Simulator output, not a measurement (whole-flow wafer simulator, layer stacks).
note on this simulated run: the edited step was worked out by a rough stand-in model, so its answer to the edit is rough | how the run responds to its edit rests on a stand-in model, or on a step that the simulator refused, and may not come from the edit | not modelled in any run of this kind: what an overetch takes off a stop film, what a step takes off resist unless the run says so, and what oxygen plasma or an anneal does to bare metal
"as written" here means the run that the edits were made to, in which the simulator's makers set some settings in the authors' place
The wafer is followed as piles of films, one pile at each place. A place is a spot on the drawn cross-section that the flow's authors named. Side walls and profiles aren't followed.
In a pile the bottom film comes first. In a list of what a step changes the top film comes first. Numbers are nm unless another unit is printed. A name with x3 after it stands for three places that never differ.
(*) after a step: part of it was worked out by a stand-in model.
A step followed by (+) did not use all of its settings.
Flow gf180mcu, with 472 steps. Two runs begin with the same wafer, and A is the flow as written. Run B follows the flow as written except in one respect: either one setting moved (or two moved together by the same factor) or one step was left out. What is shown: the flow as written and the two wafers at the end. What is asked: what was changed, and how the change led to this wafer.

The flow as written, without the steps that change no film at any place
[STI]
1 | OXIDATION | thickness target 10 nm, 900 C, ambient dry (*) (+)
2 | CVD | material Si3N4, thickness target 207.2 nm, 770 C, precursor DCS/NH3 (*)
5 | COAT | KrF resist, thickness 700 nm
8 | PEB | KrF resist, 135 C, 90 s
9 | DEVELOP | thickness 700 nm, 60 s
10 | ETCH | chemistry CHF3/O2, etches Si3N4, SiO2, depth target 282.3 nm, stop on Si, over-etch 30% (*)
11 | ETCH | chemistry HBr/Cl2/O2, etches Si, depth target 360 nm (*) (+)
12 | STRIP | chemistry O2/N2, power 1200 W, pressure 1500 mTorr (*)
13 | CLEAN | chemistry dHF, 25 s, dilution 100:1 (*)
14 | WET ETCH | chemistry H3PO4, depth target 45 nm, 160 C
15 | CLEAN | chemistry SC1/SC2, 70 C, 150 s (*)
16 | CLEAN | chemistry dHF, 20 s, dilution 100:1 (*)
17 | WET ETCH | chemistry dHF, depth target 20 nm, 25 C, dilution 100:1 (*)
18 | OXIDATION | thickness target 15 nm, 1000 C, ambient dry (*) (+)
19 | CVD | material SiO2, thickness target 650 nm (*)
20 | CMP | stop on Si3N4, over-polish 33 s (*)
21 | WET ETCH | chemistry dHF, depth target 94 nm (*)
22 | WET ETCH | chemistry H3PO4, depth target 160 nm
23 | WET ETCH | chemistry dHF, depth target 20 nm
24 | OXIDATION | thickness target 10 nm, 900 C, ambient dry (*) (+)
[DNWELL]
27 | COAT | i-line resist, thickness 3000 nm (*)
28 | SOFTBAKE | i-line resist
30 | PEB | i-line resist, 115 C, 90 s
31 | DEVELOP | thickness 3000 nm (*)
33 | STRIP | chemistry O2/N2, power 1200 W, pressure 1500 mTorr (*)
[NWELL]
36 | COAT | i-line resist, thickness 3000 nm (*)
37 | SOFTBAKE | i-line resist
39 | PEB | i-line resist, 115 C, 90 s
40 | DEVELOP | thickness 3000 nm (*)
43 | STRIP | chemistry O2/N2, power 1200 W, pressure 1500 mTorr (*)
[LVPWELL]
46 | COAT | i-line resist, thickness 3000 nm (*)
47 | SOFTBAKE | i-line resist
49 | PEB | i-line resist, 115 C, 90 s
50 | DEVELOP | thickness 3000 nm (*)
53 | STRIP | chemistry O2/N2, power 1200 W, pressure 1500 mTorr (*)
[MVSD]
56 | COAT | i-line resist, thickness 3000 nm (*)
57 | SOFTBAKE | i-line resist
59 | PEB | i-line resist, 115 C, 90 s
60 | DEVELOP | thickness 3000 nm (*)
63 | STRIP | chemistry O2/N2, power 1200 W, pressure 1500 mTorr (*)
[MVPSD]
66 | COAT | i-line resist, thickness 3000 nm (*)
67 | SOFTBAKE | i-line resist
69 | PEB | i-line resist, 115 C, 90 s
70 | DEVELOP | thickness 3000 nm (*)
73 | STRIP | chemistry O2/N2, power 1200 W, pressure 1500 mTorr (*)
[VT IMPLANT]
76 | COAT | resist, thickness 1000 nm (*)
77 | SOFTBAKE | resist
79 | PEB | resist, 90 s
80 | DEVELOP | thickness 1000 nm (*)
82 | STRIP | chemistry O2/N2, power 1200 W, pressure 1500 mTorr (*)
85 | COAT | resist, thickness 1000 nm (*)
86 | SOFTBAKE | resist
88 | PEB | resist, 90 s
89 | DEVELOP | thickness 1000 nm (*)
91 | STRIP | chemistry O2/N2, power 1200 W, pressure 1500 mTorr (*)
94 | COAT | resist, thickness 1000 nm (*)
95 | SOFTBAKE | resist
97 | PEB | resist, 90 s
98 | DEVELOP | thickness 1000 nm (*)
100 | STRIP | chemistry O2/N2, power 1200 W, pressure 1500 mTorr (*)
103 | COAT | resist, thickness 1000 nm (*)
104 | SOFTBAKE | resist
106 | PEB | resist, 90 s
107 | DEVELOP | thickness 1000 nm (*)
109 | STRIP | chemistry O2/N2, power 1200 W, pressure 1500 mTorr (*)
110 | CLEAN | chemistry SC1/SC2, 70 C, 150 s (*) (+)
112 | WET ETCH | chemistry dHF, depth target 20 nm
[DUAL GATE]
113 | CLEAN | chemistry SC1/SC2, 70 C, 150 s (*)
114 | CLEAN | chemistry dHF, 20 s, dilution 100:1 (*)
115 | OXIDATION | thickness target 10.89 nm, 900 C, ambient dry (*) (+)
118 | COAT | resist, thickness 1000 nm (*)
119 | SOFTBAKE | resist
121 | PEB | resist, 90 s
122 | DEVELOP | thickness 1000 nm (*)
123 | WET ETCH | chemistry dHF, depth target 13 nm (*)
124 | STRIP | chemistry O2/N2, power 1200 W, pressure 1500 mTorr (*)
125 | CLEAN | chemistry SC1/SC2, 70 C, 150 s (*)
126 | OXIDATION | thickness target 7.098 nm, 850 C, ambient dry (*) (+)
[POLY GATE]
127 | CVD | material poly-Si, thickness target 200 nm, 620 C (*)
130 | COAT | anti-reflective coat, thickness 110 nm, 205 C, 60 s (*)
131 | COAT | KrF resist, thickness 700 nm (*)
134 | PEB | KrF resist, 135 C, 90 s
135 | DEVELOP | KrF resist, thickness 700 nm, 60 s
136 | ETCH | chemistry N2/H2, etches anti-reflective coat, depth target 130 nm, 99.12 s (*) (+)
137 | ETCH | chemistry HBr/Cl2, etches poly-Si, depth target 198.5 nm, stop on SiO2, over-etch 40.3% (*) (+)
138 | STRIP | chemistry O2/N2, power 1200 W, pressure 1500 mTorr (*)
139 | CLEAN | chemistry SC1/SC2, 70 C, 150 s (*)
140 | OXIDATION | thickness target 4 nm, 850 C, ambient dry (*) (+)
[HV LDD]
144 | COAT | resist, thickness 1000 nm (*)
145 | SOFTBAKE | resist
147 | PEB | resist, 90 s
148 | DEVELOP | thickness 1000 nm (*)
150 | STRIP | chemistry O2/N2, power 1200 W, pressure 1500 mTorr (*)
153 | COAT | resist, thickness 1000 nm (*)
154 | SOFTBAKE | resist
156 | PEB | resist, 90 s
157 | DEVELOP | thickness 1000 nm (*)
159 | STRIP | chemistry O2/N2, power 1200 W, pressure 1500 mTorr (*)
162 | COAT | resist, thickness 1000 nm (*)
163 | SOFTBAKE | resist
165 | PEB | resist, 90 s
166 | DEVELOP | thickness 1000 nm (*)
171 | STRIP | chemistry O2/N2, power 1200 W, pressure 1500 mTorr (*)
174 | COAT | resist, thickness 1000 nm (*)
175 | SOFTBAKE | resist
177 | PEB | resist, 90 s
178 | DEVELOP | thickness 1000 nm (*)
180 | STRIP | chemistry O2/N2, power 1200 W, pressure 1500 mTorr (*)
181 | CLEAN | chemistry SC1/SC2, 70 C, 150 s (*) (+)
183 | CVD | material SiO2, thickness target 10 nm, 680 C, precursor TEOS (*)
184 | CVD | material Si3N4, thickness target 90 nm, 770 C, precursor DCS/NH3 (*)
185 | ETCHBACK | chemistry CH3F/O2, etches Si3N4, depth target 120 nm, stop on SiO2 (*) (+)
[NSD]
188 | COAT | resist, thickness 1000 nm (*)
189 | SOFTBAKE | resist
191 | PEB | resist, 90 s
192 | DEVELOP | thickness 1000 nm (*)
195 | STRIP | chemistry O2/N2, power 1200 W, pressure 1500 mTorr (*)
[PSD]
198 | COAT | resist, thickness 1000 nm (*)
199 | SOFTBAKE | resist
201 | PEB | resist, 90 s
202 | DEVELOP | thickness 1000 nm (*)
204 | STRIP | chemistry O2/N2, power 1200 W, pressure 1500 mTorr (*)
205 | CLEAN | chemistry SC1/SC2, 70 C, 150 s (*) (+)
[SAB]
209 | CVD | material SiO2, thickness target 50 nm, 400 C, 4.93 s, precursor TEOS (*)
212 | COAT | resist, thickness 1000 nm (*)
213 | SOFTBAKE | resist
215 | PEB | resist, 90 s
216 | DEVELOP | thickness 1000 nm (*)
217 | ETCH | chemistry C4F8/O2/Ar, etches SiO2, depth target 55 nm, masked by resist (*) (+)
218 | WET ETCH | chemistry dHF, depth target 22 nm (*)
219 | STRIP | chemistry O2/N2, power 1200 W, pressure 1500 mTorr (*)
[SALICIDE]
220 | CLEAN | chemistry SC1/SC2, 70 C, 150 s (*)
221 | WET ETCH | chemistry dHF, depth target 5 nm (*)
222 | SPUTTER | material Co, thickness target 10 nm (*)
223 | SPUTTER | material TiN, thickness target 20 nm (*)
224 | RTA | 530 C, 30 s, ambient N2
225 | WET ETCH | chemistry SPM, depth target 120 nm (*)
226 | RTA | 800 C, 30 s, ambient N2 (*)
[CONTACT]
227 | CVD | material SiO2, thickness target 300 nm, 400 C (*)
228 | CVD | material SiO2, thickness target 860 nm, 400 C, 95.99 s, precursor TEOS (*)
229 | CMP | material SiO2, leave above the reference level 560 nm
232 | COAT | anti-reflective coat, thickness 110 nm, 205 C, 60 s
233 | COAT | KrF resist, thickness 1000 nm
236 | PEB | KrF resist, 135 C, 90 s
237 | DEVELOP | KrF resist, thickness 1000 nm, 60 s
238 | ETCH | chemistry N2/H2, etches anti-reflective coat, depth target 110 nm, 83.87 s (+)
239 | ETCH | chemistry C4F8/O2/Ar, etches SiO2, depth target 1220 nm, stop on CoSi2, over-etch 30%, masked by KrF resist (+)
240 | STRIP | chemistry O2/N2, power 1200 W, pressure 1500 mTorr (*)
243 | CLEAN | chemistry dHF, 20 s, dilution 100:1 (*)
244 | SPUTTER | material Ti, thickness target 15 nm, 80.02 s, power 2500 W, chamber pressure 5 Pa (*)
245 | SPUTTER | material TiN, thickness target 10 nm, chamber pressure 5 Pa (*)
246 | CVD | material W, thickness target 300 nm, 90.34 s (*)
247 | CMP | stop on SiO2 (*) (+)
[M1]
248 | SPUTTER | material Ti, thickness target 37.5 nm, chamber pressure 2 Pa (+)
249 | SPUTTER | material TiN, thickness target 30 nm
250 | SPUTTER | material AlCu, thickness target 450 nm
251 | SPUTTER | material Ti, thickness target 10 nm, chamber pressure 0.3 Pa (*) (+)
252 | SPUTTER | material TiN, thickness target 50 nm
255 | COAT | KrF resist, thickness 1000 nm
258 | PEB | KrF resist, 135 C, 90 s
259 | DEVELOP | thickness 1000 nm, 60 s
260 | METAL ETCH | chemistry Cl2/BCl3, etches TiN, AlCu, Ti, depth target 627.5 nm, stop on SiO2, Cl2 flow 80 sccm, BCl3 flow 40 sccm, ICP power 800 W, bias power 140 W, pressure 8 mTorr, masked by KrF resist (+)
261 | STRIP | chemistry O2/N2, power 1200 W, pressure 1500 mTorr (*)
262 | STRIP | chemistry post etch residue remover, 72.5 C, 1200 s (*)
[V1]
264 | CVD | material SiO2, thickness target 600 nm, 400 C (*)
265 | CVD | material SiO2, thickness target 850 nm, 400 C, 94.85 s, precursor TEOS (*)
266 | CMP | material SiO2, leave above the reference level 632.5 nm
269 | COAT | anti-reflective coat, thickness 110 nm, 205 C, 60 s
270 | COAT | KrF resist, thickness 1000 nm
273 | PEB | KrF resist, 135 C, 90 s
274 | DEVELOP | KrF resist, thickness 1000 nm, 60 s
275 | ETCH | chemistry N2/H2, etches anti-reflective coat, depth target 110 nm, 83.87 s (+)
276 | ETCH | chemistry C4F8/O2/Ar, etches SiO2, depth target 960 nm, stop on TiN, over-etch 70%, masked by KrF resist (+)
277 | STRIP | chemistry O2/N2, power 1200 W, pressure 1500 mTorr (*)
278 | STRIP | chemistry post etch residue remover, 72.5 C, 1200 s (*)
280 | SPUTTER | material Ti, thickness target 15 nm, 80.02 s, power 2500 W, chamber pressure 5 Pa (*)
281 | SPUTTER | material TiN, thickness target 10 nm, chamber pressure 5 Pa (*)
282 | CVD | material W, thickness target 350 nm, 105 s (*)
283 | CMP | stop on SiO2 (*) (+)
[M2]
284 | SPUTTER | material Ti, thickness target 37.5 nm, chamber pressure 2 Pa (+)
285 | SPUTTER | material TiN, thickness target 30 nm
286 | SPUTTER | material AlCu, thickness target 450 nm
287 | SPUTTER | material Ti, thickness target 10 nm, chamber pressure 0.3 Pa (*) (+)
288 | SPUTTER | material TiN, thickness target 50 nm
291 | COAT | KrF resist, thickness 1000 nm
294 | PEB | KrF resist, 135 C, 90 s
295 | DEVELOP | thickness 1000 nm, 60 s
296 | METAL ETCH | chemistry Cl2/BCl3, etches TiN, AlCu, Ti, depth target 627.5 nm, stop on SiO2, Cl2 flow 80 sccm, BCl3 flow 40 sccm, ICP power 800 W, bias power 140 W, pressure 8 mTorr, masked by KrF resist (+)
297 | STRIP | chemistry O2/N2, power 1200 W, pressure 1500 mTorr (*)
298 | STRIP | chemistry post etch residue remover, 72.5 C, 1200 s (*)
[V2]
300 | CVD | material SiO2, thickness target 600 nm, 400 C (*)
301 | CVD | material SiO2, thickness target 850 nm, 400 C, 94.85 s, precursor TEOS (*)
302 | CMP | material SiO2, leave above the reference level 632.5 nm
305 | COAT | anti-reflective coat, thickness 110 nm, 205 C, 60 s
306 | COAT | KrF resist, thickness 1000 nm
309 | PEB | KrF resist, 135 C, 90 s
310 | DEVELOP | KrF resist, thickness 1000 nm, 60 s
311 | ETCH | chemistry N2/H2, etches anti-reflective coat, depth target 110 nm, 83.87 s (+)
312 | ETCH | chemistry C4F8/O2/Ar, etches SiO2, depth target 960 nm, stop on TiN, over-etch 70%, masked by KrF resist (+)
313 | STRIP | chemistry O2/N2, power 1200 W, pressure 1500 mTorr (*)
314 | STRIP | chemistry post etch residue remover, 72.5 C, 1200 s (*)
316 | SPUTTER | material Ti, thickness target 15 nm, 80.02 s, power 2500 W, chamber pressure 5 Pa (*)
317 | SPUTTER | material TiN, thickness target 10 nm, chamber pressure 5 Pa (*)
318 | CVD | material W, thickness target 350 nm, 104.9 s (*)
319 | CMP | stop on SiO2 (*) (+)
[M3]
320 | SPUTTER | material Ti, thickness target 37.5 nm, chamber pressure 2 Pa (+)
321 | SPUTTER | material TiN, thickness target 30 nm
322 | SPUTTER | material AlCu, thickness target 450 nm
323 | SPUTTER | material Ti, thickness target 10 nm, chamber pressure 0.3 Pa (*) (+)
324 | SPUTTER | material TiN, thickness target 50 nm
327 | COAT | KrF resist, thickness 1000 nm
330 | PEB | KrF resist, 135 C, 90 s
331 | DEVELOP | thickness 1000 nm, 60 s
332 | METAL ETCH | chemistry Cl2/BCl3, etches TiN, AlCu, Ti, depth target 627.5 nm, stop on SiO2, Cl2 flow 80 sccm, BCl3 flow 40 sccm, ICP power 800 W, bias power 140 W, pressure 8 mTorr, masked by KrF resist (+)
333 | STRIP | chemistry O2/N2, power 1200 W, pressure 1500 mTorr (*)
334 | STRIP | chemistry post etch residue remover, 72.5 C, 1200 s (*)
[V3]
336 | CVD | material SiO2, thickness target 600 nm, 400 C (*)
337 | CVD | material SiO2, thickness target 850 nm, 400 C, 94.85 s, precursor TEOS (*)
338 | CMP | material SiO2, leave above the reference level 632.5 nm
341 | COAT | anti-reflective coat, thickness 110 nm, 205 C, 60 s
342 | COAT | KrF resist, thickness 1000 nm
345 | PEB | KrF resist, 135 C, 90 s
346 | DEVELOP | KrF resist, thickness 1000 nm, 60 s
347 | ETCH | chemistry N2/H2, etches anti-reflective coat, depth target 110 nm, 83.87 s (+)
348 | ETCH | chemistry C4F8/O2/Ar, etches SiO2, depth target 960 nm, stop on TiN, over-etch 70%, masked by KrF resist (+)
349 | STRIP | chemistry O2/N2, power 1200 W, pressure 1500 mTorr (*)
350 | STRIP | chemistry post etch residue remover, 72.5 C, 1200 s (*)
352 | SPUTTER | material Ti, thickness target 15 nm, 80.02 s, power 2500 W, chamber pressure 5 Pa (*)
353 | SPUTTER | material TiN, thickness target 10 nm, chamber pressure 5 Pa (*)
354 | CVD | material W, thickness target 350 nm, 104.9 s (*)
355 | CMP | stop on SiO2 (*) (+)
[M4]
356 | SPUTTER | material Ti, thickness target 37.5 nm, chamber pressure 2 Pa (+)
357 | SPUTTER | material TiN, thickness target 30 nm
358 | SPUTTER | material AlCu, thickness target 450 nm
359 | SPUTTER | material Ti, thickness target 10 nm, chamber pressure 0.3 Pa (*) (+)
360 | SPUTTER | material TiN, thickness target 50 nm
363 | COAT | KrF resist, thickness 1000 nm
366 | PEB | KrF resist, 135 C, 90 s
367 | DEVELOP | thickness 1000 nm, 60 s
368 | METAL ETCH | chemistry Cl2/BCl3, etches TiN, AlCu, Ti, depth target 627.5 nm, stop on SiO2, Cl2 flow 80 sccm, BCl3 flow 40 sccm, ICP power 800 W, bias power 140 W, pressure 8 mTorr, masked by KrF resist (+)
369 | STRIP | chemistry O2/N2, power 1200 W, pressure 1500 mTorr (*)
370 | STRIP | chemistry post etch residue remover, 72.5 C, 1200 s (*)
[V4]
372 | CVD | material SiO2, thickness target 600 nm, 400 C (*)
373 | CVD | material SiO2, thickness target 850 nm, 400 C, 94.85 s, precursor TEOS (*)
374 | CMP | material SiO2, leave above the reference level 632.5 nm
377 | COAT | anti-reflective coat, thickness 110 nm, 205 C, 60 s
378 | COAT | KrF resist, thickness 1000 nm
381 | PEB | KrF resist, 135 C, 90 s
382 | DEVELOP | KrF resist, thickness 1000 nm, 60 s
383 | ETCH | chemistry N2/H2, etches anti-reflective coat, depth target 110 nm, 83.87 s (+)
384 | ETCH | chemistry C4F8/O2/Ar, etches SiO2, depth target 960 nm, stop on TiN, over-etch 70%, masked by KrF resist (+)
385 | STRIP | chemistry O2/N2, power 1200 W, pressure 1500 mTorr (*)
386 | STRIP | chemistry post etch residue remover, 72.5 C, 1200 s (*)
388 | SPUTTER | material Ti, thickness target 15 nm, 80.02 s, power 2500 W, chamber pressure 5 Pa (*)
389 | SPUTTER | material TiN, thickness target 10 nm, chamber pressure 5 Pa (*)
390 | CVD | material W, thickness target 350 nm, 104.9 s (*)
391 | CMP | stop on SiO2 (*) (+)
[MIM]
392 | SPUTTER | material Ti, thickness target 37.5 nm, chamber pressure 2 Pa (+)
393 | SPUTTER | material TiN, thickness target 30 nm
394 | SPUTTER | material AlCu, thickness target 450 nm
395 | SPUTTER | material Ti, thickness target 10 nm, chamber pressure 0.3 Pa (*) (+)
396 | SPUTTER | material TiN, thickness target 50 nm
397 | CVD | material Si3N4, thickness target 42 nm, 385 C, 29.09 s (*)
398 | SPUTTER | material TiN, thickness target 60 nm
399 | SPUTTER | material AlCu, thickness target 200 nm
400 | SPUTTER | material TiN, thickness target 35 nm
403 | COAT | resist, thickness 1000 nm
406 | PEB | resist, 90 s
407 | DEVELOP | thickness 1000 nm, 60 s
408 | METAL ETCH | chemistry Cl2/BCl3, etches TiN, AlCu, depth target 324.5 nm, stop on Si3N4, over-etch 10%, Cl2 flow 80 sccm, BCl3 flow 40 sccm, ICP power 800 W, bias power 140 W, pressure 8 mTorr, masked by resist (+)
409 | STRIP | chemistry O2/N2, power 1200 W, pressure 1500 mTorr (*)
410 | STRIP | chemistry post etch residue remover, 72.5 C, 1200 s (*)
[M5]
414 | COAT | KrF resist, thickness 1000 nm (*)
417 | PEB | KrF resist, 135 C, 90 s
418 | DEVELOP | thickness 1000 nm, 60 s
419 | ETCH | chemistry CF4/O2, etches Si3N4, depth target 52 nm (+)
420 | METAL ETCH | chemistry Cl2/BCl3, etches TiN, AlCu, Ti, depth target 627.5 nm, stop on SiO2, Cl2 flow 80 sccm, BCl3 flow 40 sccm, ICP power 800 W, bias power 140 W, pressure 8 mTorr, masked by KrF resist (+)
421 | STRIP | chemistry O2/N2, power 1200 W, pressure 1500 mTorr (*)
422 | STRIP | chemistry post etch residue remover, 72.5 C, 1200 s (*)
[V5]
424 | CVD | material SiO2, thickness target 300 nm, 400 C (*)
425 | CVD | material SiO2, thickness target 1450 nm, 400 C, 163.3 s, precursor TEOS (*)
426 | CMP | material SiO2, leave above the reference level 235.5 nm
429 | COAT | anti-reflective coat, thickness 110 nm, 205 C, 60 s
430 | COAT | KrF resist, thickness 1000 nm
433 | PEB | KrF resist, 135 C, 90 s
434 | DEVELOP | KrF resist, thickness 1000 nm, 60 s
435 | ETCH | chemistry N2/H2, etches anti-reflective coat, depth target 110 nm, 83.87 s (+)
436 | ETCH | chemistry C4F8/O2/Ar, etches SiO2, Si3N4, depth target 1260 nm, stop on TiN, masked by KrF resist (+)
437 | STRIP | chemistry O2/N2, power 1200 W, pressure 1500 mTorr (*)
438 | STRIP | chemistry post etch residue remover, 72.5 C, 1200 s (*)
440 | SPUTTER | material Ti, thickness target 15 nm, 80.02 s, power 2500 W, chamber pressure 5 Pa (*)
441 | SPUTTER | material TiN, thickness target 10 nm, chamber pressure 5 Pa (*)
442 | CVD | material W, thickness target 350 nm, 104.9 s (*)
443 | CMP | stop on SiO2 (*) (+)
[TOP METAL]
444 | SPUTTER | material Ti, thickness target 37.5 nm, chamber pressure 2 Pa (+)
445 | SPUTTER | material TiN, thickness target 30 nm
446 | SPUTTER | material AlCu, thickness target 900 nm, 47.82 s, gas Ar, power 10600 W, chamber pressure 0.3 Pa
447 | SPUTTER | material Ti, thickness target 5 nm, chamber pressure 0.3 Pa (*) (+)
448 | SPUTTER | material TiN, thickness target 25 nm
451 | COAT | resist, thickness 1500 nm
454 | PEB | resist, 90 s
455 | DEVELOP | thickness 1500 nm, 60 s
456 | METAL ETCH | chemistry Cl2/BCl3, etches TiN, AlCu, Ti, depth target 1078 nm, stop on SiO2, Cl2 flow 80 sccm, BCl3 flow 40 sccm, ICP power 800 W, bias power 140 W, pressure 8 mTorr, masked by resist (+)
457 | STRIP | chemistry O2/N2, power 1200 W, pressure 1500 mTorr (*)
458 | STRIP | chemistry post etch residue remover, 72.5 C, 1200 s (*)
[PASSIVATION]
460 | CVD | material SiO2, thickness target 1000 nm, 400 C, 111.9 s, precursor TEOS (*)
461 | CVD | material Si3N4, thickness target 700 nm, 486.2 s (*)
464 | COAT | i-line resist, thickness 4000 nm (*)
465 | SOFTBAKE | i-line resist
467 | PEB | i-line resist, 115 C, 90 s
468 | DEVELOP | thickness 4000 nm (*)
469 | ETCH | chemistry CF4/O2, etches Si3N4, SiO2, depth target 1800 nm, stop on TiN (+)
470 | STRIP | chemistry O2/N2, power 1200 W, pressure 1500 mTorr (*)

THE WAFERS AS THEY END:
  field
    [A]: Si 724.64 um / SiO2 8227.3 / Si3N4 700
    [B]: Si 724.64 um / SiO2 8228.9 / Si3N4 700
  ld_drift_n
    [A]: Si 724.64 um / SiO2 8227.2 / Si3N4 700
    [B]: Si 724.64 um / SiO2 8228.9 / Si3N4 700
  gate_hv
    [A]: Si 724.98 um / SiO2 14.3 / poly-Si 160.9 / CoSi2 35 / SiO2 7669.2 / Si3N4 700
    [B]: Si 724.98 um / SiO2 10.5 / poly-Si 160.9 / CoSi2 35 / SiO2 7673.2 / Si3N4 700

Cause: step 115, OXIDATION: thickness target 6.532 nm was run, whereas the flow has thickness target 10.89 nm.

How this came from the change, step by step:
  115 | OXIDATION | thickness target 10.89 nm, 900 C, ambient dry (*) (+)
      active, n_well, p_well and 40 more: A +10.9 SiO2 (new film), -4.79 Si | B +6.53 SiO2 (new film), -2.87 Si
      sti, mim_1p0, pad and 23 more: A +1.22 SiO2, -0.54 Si | B +0.52 SiO2, -0.23 Si
      (and at 23 other places as well)
  123 | WET ETCH | chemistry dHF, depth target 13 nm (*)
      active, n_well, p_well and 12 more: A -10.9 SiO2 (all of it) | B -6.53 SiO2 (all of it)
  126 | OXIDATION | thickness target 7.098 nm, 850 C, ambient dry (*) (+)
      gate_hv, active_hv, active_nat and 25 more: A +3.72 SiO2, -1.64 Si | B +4.29 SiO2, -1.89 Si
  145 | SOFTBAKE | resist
      active_nat: A +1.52 resist | B +2.57 resist
  154 | SOFTBAKE | resist
      active_nat: A +1.52 resist | B +2.57 resist
  163 | SOFTBAKE | resist
      active_nat: A +1.52 resist | B +2.57 resist
  175 | SOFTBAKE | resist
      active_nat: A +1.52 resist | B +2.57 resist
  189 | SOFTBAKE | resist
      nw_enc_fld_lv__w3: A +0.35 resist | B -0.51 resist
      active_hv: A +0.78 resist | B +0.2 resist
      (and at 1 other place as well)
  199 | SOFTBAKE | resist
      nw_enc_fld_lv__w3: A +0.35 resist | B -0.51 resist
      active_hv: A +0.78 resist | B +0.2 resist
      (and at 1 other place as well)
  218 | WET ETCH | chemistry dHF, depth target 22 nm (*)
      ldn_tap, ldn_src, ldn_drn, ldp_tap, ldp_src, ldp_drn, ldp_gr: A -16 SiO2 (all of it) | B -12.3 SiO2 (all of it)
      ld_drn_n, ld_sd_p: A -14.8 SiO2 (all of it) | B -11.1 SiO2 (all of it)
      (and at 5 other places as well)
  223 | SPUTTER | material TiN, thickness target 20 nm (*)
      field__w12: A +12 TiN (new film) | B +12.6 TiN (new film)
  225 | WET ETCH | chemistry SPM, depth target 120 nm (*)
      field__w12: A -12 TiN (all of it), -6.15 Co (all of it) | B -12.6 TiN (all of it), -6.15 Co (all of it)
